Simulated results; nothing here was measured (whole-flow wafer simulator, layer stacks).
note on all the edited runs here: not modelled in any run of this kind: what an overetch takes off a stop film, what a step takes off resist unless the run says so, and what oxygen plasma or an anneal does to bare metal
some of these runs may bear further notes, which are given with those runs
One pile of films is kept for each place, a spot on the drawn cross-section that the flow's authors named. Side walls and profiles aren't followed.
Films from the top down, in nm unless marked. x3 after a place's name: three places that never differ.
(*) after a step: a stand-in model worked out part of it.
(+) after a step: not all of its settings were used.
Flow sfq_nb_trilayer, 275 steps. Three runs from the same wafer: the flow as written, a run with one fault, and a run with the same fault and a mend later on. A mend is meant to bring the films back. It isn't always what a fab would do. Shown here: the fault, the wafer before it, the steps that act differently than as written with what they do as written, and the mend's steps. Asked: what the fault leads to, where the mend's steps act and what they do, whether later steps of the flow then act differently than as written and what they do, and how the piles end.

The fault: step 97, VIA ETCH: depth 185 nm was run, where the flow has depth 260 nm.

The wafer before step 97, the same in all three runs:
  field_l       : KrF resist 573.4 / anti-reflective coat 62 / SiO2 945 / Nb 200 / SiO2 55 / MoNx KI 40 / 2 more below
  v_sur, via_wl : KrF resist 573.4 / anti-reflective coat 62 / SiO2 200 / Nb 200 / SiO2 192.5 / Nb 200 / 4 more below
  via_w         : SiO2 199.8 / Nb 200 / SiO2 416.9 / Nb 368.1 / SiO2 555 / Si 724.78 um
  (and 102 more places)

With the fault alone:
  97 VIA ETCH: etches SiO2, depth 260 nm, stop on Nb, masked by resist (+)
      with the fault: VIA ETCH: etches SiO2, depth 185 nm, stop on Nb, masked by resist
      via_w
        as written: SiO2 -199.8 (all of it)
        with the fault: SiO2 -185
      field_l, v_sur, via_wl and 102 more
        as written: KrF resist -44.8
        with the fault: KrF resist -31.9
  Later steps of the flow that act differently than as written (4 more steps differ only slightly, by at most 2% or 0.5 nm, whichever is larger, and aren't shown):
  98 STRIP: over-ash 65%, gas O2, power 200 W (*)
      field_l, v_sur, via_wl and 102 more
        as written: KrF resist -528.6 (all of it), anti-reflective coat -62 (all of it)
        with the fault: KrF resist -541.5 (all of it), anti-reflective coat -62 (all of it)
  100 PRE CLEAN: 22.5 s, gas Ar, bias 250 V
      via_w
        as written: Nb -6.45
        with the fault: SiO2 -7.5
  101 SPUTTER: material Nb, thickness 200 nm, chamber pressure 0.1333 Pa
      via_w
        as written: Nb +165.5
        with the fault: Nb +168.5 (new film)
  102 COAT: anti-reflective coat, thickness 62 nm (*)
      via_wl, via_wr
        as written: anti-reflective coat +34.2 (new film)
        with the fault: anti-reflective coat +25.9 (new film)
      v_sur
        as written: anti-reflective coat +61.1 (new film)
        with the fault: anti-reflective coat +58.4 (new film)
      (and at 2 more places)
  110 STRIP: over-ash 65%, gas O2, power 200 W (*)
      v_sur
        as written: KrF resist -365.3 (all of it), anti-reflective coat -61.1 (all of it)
        with the fault: KrF resist -367 (all of it), anti-reflective coat -58.4 (all of it)
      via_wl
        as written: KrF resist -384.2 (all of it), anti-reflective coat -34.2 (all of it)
        with the fault: KrF resist -391.4 (all of it), anti-reflective coat -25.9 (all of it)
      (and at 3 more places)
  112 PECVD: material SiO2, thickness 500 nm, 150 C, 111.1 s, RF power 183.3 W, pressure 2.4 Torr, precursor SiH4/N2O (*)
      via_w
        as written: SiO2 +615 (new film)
        with the fault: SiO2 +573.7 (new film)
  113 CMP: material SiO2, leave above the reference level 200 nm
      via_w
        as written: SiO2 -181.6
        with the fault: SiO2 -157.1
  At the end the piles differ from the flow's by more than 2% or 0.5 nm, whichever is larger, at via_w.
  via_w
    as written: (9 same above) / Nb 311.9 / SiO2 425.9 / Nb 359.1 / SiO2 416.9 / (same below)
    with the fault: (9 same above) / Nb 311.9 / SiO2 409.1 / Nb 168.5 / SiO2 7.34 / Nb 200 / SiO2 416.9 / (same below)

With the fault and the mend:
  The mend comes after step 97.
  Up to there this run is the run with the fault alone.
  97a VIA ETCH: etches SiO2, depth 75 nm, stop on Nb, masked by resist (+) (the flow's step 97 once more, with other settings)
      field_l, v_sur, via_wl and 102 more
        KrF resist -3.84
      via_w
        SiO2 -14.8 (all of it)
  No later step of the flow acts differently than as written, at any place that is followed, by more than 2% or 0.5 nm, whichever is larger.
  At the end the piles are the same as the flow's at every place that both follow.
